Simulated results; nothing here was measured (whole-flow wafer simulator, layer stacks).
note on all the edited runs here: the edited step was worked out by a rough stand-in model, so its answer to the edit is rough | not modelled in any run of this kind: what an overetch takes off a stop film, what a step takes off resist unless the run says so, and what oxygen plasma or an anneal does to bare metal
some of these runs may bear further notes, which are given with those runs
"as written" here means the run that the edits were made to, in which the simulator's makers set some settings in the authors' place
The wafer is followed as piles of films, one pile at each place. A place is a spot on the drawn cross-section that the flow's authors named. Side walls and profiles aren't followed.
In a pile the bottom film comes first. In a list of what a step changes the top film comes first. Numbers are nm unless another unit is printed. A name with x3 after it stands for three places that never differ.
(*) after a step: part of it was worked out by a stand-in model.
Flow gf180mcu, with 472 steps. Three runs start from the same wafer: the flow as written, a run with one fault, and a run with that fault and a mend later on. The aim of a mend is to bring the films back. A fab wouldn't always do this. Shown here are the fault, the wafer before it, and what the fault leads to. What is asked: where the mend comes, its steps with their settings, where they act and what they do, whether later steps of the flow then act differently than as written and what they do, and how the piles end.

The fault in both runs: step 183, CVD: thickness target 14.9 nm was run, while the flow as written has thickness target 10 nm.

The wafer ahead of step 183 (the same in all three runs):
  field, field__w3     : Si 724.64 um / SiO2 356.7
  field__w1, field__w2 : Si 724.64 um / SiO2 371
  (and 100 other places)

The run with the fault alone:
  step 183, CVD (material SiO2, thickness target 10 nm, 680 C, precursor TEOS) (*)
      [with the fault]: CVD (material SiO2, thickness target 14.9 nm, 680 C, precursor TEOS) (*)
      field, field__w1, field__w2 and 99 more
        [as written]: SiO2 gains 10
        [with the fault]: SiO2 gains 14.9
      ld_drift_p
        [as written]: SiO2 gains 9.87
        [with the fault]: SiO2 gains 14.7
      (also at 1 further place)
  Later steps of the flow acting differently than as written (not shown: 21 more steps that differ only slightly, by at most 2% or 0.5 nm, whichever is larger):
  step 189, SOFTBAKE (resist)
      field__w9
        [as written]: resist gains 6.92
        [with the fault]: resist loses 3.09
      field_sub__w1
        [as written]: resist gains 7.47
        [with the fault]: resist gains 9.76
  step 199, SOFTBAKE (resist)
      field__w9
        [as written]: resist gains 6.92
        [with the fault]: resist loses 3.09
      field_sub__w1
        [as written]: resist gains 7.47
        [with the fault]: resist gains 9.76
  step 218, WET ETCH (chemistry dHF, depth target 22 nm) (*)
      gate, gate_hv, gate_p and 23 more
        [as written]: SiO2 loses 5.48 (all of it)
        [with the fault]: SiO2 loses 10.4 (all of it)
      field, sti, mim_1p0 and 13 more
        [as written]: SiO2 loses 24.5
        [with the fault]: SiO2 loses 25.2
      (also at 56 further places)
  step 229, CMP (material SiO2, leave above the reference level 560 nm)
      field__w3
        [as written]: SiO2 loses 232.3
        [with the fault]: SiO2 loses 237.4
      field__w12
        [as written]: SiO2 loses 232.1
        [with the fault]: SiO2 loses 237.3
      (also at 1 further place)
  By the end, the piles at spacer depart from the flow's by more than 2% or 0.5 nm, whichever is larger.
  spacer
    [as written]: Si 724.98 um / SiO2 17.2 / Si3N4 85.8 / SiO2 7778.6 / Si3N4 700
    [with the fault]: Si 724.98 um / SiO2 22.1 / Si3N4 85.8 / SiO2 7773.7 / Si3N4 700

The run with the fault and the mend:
  The mend follows step 183.
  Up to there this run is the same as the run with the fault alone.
  step 183a, WET ETCH (chemistry dHF, depth target 4.9 nm, 25 C, dilution 100:1) (the flow's step 17, run once more with other settings)
      field, field__w1, field__w2 and 101 more
        SiO2 loses 4.9
  None of the later steps of the flow differs from how it acts as written, at any place that is followed, by more than 2% or 0.5 nm, whichever is larger.
  When the end is reached, the piles differ only a little from the flow's at the places that both follow, at most by 2% or 0.5 nm, whichever is larger.
